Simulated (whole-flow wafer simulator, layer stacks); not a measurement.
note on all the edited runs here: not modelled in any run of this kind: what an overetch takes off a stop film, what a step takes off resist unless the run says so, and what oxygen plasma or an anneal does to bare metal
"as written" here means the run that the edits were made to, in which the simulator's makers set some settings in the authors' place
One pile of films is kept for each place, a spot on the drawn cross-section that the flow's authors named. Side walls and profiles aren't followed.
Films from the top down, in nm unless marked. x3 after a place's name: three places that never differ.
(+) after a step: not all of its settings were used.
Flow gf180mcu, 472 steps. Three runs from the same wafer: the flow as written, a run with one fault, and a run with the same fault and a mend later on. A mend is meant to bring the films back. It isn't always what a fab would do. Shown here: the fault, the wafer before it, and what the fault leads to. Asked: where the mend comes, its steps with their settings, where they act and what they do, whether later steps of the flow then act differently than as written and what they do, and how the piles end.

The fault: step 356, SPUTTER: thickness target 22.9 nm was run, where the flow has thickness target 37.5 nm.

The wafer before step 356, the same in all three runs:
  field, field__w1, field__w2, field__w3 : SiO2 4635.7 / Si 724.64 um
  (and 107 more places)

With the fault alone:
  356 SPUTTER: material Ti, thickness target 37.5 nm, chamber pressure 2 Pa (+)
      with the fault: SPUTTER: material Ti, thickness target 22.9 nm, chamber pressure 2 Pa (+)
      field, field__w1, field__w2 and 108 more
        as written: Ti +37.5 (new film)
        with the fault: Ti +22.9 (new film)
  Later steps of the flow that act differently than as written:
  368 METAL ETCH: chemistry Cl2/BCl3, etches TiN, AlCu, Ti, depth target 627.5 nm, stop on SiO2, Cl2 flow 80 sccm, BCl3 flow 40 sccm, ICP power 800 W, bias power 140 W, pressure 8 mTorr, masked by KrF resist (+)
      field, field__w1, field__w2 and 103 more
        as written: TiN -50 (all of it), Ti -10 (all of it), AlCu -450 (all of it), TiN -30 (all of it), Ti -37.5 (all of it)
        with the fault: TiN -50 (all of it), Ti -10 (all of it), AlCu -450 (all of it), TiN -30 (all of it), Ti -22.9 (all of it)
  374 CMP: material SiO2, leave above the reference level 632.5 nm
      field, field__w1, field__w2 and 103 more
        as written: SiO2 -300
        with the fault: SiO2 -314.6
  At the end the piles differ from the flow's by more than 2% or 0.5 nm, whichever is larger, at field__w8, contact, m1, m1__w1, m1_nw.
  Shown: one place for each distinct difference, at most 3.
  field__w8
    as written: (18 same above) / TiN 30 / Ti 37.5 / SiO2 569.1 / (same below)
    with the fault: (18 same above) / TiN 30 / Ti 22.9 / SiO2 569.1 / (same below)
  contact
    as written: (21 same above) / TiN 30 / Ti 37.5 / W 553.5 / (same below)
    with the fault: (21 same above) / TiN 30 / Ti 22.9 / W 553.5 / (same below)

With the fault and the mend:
  The mend comes after step 356.
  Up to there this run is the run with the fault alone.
  356a SPUTTER: material Ti, thickness target 14.6 nm, chamber pressure 2 Pa (+) (the flow's step 356 once more, with other settings)
      field, field__w1, field__w2 and 108 more
        Ti +14.6
  No later step of the flow acts differently than as written at any place that is followed.
  At the end the piles are the same as the flow's at every place that both follow.
